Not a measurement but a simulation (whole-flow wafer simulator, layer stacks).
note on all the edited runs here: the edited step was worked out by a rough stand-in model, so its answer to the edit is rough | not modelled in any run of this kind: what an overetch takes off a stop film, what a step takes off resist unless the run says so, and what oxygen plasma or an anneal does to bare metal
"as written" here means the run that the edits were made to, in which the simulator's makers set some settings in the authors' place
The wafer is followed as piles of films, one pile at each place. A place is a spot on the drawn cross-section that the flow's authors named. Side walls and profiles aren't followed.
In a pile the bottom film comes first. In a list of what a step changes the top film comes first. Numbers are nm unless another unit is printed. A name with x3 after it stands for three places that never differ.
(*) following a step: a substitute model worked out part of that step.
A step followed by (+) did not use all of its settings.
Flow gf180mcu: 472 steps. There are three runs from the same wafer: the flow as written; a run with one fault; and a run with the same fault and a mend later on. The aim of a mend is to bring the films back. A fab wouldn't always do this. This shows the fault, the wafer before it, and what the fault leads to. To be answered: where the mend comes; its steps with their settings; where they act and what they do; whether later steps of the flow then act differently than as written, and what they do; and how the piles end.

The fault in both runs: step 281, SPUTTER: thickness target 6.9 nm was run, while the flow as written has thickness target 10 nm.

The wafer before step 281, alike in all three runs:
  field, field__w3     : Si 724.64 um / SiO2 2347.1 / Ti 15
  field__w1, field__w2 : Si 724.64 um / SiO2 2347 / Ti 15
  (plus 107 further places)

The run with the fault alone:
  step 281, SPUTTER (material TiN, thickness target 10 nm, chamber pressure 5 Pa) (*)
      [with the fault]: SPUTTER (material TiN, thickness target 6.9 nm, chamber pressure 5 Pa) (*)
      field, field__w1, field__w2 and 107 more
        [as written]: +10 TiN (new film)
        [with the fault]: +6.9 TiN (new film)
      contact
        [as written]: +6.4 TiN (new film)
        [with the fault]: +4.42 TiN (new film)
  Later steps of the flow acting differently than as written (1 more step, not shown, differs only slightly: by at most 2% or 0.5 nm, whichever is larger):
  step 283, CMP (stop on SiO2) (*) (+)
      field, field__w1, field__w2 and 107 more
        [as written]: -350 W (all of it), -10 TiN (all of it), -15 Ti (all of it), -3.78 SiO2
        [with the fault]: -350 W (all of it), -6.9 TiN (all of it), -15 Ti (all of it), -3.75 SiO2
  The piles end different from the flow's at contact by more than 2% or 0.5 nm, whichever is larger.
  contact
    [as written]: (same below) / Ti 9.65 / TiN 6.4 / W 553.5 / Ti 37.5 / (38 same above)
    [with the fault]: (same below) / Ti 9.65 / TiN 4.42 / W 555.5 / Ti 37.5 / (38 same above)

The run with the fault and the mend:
  The mend follows step 281.
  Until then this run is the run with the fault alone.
  step 281a, SPUTTER (material TiN, thickness target 3.1 nm, chamber pressure 5 Pa) (*) (a further turn of the flow's step 281, with different settings)
      field, field__w1, field__w2 and 107 more
        +3.1 TiN
      contact
        +1.98 TiN
  Every later step of the flow that is run acts as written at every place that is followed.
  By the end, the piles equal the flow's at every place that both follow.
